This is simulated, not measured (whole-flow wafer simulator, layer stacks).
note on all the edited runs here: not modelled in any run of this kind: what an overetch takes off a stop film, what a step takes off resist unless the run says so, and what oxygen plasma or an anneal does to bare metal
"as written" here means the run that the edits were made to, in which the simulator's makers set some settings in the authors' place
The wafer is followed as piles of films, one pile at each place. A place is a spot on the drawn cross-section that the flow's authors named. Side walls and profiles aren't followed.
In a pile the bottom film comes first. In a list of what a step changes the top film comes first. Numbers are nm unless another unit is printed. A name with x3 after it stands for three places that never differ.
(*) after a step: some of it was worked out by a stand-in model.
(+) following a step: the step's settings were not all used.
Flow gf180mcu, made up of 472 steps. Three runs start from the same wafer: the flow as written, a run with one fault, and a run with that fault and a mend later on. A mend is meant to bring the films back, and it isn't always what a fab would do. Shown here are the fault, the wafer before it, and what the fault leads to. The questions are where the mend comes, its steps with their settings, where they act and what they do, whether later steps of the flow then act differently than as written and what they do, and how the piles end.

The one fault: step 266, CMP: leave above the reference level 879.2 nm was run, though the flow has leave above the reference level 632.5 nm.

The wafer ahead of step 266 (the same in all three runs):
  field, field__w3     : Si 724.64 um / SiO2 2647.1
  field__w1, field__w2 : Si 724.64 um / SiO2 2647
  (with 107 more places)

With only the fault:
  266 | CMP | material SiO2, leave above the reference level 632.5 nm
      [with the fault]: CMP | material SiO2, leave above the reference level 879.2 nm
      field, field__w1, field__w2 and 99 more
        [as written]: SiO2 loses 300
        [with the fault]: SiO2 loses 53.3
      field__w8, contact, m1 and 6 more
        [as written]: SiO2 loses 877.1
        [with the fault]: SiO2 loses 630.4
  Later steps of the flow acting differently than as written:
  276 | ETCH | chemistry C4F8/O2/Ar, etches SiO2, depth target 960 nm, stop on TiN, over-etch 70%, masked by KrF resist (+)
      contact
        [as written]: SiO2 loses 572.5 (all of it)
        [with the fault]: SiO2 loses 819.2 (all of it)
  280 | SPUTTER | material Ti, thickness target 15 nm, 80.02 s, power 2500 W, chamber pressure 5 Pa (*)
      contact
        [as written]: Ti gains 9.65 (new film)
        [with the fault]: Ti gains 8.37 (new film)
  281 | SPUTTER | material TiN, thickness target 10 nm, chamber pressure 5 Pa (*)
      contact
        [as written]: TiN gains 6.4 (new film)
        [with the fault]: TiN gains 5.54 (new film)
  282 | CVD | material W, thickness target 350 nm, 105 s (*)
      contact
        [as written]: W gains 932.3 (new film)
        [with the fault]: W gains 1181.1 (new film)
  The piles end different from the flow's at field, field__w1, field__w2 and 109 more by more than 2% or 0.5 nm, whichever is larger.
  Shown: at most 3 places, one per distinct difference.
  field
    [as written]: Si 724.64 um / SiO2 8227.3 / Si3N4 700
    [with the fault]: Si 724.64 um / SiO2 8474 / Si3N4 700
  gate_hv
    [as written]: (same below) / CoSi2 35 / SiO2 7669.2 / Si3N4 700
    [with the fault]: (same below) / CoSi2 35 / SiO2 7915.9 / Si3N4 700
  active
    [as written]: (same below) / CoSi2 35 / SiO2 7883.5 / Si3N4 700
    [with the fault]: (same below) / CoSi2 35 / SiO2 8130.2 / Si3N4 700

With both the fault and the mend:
  The mend stands after step 266.
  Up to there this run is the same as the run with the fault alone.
  266a | CMP | material SiO2, leave above the reference level 632.5 nm (the flow's step 266, run once more)
      field, field__w1, field__w2 and 108 more
        SiO2 loses 246.7
  Later steps of the flow that are run all act as written at every place that is followed.
  The piles end the same as the flow's at every place that both follow.
